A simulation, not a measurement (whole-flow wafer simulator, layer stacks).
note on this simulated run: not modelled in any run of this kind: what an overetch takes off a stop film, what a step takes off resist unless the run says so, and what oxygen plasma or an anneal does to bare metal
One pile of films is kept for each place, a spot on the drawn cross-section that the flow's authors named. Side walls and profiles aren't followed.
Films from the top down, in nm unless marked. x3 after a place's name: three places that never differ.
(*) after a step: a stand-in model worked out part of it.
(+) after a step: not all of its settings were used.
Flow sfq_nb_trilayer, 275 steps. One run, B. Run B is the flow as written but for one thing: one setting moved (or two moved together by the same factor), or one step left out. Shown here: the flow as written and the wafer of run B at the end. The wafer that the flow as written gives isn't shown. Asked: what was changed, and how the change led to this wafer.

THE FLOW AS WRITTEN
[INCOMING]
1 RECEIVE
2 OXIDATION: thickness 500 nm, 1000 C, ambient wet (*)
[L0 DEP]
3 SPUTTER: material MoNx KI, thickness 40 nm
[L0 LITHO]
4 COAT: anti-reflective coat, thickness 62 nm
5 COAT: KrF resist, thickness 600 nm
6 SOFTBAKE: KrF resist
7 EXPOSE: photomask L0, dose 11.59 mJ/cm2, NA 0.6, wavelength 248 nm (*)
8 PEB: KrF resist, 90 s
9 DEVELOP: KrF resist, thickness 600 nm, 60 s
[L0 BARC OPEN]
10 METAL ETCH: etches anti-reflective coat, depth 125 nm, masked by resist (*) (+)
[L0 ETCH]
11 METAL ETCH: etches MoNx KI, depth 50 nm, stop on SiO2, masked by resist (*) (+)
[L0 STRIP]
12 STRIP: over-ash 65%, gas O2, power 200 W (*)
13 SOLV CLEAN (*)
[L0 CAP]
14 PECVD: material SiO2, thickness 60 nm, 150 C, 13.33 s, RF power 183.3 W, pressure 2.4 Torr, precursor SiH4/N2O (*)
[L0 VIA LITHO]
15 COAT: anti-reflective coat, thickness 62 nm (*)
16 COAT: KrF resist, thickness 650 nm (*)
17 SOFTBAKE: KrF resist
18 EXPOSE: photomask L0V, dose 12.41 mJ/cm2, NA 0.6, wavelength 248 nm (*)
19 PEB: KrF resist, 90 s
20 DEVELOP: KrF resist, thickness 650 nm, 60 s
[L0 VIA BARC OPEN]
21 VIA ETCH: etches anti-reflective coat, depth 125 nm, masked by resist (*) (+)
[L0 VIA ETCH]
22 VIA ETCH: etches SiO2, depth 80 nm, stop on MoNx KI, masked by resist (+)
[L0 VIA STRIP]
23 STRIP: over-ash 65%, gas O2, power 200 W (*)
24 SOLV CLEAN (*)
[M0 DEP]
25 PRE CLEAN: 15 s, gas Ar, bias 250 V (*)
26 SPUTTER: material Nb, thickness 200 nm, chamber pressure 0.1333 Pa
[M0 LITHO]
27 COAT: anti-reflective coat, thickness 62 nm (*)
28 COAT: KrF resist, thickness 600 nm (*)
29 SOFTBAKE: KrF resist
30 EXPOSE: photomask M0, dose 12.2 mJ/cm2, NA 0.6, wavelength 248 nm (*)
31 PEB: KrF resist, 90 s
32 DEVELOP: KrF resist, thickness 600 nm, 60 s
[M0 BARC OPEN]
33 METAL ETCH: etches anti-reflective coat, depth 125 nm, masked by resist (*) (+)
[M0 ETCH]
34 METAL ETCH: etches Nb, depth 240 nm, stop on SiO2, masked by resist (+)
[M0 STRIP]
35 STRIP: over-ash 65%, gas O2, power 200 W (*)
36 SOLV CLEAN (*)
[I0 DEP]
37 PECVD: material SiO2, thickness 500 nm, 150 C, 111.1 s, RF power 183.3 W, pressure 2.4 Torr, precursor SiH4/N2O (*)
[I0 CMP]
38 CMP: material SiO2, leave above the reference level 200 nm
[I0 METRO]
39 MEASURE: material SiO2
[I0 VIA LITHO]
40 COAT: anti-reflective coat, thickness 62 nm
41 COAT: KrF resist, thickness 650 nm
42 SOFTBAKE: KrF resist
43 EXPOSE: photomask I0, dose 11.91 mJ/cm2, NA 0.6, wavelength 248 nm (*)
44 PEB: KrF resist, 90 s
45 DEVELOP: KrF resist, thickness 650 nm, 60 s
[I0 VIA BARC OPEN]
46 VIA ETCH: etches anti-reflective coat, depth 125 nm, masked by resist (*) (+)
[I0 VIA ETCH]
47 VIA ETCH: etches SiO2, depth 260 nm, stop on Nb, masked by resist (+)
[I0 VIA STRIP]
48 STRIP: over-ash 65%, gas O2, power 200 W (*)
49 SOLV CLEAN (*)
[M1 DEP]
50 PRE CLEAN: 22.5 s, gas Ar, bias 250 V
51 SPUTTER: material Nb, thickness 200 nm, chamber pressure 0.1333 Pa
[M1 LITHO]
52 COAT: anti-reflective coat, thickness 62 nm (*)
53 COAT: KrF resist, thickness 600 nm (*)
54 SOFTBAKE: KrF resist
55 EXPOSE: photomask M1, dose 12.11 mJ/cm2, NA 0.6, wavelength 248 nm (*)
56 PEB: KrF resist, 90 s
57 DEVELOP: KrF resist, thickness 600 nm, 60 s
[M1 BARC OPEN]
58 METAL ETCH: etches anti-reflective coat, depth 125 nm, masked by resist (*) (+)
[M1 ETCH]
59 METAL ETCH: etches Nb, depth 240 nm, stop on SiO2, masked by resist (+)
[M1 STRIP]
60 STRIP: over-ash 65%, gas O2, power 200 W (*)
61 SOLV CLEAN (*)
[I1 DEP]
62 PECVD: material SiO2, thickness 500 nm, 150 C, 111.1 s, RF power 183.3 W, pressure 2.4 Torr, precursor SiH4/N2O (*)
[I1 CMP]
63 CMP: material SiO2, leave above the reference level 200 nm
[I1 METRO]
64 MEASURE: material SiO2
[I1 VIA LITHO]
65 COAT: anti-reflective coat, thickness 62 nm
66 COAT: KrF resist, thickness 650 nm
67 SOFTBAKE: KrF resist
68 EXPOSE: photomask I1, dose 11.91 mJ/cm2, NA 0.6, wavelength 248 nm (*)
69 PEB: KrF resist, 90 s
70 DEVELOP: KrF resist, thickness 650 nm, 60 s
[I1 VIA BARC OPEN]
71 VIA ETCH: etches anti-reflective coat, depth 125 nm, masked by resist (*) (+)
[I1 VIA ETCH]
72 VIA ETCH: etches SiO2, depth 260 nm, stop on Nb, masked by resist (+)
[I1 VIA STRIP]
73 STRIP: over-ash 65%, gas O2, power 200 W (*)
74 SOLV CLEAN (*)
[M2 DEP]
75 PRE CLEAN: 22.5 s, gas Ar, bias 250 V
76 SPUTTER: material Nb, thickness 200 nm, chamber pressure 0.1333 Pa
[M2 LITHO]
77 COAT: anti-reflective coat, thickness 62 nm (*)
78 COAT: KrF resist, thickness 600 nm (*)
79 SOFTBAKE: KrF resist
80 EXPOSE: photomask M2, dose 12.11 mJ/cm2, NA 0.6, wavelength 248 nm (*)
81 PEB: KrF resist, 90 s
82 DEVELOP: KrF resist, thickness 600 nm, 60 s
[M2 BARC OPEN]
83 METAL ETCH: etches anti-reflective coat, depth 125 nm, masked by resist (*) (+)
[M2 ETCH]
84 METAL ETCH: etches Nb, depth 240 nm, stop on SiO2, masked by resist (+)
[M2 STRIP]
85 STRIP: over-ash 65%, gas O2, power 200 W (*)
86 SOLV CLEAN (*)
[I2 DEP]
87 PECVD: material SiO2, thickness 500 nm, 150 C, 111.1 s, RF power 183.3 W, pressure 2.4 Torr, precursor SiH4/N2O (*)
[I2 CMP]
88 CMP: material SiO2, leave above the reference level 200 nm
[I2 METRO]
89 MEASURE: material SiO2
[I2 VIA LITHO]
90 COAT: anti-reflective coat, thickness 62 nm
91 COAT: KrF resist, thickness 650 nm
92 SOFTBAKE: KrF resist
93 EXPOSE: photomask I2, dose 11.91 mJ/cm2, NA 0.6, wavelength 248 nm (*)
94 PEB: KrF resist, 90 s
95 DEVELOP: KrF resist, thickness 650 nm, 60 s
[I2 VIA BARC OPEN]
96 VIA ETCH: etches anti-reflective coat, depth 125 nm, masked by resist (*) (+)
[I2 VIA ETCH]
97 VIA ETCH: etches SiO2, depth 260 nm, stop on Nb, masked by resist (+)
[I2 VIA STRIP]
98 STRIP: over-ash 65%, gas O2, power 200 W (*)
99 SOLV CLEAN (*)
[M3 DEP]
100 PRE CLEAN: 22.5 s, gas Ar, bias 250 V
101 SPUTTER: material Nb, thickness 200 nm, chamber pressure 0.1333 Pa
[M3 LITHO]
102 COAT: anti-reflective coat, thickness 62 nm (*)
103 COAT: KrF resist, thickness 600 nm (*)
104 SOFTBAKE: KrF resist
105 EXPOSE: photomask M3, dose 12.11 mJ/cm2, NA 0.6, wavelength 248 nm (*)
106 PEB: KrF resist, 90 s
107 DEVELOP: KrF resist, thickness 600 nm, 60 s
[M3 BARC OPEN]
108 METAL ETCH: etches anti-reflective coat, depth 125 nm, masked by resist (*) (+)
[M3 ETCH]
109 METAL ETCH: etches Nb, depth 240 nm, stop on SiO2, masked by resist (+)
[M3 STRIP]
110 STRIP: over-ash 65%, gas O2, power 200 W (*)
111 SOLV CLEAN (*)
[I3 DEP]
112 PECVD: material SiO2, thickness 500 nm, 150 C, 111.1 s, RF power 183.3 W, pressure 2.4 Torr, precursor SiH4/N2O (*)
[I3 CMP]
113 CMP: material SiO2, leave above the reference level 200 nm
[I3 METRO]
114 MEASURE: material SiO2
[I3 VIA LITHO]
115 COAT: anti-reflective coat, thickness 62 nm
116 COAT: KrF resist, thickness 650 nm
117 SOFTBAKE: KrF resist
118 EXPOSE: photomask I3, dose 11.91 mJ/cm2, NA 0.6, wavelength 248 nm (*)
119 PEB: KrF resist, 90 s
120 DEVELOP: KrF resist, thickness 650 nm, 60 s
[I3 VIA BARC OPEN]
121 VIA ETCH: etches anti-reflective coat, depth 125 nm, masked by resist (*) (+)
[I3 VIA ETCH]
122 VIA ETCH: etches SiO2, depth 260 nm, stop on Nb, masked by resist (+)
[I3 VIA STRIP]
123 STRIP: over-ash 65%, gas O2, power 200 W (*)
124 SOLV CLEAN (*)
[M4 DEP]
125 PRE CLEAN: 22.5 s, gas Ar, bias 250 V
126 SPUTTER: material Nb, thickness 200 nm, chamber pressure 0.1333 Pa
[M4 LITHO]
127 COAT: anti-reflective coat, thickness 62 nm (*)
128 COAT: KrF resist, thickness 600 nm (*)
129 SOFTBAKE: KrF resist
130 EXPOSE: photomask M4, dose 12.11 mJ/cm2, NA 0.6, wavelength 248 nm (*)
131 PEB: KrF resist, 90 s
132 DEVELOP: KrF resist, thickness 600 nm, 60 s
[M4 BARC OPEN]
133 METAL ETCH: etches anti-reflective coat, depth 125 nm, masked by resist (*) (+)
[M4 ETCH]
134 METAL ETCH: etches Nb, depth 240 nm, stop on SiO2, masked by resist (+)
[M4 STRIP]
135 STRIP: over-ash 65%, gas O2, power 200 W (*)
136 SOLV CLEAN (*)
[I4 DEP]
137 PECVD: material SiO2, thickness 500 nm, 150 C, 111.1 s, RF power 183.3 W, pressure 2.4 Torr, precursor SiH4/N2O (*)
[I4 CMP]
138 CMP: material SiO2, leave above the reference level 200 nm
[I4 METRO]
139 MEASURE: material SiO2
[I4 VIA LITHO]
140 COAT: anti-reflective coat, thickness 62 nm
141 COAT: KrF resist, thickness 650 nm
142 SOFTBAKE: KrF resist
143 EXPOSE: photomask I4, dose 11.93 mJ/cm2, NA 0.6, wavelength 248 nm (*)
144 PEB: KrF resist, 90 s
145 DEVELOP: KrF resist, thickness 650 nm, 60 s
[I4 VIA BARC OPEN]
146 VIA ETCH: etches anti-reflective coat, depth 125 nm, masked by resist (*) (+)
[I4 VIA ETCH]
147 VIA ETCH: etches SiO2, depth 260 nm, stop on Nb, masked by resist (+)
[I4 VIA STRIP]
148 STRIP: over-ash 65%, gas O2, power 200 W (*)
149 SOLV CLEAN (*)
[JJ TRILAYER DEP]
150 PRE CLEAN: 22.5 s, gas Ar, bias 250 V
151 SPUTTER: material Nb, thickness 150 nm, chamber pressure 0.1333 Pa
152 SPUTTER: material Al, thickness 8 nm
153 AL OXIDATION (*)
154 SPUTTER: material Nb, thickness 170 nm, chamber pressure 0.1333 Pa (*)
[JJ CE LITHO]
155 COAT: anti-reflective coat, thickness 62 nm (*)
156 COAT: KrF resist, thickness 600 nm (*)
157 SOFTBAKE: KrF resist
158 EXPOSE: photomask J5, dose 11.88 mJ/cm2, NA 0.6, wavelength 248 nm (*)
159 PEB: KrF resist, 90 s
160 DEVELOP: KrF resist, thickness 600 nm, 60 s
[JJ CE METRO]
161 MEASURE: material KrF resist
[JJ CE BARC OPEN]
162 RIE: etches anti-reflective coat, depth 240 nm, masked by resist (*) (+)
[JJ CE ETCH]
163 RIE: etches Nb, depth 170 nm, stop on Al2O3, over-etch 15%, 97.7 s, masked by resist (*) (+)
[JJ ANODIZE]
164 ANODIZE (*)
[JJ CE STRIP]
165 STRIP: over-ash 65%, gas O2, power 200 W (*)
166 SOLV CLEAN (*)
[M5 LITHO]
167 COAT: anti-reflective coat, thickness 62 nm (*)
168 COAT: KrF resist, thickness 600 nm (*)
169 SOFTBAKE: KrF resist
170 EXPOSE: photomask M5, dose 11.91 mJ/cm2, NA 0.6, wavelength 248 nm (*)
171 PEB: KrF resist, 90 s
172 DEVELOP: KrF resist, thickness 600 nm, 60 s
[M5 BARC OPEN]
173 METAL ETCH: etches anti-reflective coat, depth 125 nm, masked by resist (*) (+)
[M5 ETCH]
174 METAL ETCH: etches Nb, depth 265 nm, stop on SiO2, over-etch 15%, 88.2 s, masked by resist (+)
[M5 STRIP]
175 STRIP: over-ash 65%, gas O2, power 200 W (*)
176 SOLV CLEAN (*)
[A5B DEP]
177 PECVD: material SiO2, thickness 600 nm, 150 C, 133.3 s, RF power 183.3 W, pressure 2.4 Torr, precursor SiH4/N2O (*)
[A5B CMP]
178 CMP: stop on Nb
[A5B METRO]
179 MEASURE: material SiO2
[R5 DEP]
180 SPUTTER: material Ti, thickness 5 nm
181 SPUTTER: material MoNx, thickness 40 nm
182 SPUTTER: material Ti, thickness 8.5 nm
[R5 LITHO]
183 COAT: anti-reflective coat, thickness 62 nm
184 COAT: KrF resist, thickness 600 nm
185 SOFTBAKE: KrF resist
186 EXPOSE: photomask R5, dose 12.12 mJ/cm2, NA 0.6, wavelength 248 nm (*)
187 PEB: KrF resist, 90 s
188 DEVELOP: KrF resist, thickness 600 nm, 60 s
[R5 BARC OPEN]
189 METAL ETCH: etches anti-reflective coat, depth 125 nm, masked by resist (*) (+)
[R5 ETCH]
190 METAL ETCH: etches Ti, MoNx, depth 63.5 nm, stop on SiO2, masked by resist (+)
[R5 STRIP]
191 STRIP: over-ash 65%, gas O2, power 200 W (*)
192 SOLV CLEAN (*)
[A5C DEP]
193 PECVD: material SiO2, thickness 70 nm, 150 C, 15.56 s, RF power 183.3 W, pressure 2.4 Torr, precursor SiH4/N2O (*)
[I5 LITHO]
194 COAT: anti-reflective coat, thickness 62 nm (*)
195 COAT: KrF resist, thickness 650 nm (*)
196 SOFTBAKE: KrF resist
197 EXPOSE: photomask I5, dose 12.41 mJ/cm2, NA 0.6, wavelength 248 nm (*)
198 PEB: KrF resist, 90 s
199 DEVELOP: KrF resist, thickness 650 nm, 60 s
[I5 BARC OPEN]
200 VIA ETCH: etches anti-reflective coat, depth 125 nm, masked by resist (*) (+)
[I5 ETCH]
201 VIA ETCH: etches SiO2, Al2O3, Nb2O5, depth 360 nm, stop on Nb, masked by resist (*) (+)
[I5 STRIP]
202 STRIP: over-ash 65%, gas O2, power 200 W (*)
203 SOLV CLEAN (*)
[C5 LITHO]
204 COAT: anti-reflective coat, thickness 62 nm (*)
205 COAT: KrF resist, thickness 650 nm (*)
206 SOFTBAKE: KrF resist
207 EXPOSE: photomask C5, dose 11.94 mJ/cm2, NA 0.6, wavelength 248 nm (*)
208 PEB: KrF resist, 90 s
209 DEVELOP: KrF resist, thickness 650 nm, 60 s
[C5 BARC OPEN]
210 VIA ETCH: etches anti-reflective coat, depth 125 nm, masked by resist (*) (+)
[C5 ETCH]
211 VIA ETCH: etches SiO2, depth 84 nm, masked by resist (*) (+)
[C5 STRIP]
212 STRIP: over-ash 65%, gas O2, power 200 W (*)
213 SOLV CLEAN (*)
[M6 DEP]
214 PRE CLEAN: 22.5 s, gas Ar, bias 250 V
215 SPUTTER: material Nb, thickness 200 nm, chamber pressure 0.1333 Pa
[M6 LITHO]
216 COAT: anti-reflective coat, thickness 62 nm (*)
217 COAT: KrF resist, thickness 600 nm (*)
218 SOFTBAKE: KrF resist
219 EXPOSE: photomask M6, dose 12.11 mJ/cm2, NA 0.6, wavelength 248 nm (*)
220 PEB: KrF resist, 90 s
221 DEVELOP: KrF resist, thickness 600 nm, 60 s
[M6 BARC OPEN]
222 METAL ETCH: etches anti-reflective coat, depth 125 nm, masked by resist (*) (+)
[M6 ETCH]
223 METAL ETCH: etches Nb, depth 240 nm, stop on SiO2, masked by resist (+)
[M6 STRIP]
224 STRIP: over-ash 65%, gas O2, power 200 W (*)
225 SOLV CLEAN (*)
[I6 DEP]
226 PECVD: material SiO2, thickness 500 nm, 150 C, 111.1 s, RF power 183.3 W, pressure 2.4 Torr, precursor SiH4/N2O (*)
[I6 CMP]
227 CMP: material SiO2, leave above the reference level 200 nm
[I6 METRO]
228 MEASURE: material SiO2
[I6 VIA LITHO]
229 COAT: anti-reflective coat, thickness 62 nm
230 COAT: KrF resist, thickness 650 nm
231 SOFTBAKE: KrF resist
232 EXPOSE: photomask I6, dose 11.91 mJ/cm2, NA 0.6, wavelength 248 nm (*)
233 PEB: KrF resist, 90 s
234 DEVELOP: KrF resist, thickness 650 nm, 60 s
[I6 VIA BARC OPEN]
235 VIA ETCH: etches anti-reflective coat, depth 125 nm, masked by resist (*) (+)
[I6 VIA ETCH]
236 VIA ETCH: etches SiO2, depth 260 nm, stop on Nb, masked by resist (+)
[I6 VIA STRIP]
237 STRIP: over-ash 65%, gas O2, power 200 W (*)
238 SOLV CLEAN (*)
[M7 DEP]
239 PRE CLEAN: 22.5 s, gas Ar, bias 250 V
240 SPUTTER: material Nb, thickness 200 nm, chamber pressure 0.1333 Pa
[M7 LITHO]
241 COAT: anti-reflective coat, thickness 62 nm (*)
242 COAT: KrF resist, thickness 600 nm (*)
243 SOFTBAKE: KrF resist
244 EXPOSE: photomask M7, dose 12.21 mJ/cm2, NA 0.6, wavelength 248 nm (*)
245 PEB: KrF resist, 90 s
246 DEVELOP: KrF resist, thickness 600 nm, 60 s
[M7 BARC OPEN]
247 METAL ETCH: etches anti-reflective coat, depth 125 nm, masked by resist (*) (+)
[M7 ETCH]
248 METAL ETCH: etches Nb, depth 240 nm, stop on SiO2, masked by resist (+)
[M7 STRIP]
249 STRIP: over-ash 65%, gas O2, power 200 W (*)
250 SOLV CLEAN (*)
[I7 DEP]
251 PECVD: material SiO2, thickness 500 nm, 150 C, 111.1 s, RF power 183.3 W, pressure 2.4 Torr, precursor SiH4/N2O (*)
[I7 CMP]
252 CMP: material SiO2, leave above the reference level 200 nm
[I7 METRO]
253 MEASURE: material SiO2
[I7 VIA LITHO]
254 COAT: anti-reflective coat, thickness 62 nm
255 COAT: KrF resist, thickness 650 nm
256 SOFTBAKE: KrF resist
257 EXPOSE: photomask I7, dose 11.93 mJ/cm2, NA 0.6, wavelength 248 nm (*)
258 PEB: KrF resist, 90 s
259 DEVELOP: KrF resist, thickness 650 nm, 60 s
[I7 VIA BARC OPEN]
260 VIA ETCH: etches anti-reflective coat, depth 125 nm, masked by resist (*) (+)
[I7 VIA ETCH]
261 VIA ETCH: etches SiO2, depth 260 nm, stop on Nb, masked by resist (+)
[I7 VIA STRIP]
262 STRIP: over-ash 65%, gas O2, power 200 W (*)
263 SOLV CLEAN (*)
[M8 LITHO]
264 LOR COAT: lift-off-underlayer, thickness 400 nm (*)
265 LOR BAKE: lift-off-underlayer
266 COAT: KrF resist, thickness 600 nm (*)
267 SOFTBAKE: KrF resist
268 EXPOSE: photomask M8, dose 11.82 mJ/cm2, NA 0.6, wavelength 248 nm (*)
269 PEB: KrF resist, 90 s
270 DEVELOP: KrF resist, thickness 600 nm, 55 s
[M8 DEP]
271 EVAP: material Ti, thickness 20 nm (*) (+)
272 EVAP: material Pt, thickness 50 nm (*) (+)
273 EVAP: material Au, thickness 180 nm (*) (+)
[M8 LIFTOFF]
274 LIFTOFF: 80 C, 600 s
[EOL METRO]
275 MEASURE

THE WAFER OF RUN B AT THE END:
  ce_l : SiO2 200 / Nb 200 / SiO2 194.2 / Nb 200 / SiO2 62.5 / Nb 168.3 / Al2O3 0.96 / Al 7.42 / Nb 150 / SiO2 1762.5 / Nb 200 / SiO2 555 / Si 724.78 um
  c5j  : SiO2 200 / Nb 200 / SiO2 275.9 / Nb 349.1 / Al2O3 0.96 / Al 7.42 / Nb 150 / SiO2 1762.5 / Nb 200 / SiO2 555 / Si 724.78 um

The cause: step 190, METAL ETCH: depth 55.24 nm was run, where the flow has depth 63.5 nm.

How the change led to this, step by step:
  190 METAL ETCH: etches Ti, MoNx, depth 63.5 nm, stop on SiO2, masked by resist (+)
      be_r, r_sur, res, r_end, r5r_line_l, r5r_line_c, r5r_line_r: KrF resist -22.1 (as written it would be: KrF resist -25.4)
      ce_l, c5j, ce_r, wl_jj: Ti -8.5 (all of it), MoNx -40 (all of it), Ti -5 (all of it), Nb -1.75 (as written it would be: Ti -8.5 (all of it), MoNx -40 (all of it), Ti -5 (all of it), Nb -10)
  194 COAT: anti-reflective coat, thickness 62 nm (*)
      wl_j_sl, wl_j_sr: anti-reflective coat +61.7 (new film) (as written it would be: anti-reflective coat +60.2 (new film))
      jj_sur: anti-reflective coat +62.3 (new film) (as written it would be: anti-reflective coat +60.8 (new film))
      (and at 5 more places)
  202 STRIP: over-ash 65%, gas O2, power 200 W (*)
      wl_j_sl, wl_j_sr: KrF resist -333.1 (all of it), anti-reflective coat -61.7 (all of it) (as written it would be: KrF resist -333.3 (all of it), anti-reflective coat -60.2 (all of it))
      jj_sur: KrF resist -337 (all of it), anti-reflective coat -62.3 (all of it) (as written it would be: KrF resist -337.2 (all of it), anti-reflective coat -60.8 (all of it))
      (and at 5 more places)
  204 COAT: anti-reflective coat, thickness 62 nm (*)
      wl_j_sl, wl_j_sr: anti-reflective coat +61.7 (new film) (as written it would be: anti-reflective coat +60.2 (new film))
      jj_sur: anti-reflective coat +61 (new film) (as written it would be: anti-reflective coat +59.5 (new film))
      (and at 5 more places)
  210 VIA ETCH: etches anti-reflective coat, depth 125 nm, masked by resist (*) (+)
      c5j: anti-reflective coat -61.8 (all of it), SiO2 -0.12 (as written it would be: anti-reflective coat -63.9 (all of it), SiO2 -0.11)
  212 STRIP: over-ash 65%, gas O2, power 200 W (*)
      wl_j_sl, wl_j_sr: KrF resist -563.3 (all of it), anti-reflective coat -61.7 (all of it) (as written it would be: KrF resist -563.4 (all of it), anti-reflective coat -60.2 (all of it))
      jj_sur: KrF resist -561.8 (all of it), anti-reflective coat -61 (all of it) (as written it would be: KrF resist -562 (all of it), anti-reflective coat -59.5 (all of it))
      (and at 4 more places)
  216 COAT: anti-reflective coat, thickness 62 nm (*)
      wl_j_sl, wl_j_sr: anti-reflective coat +61.7 (new film) (as written it would be: anti-reflective coat +60.2 (new film))
      jj_sur: anti-reflective coat +58.2 (new film) (as written it would be: anti-reflective coat +56.1 (new film))
      (and at 4 more places)
  224 STRIP: over-ash 65%, gas O2, power 200 W (*)
      wl_j_sl, wl_j_sr: KrF resist -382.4 (all of it), anti-reflective coat -61.7 (all of it) (as written it would be: KrF resist -382.5 (all of it), anti-reflective coat -60.2 (all of it))
      jj_sur: KrF resist -378 (all of it), anti-reflective coat -58.2 (all of it) (as written it would be: KrF resist -378.5 (all of it), anti-reflective coat -56.1 (all of it))
      (and at 4 more places)
  227 CMP: material SiO2, leave above the reference level 200 nm
      ce_l, ce_r, wl_jj: SiO2 -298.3 (as written it would be: SiO2 -290)
      c5j: SiO2 -231.3 (as written it would be: SiO2 -223)
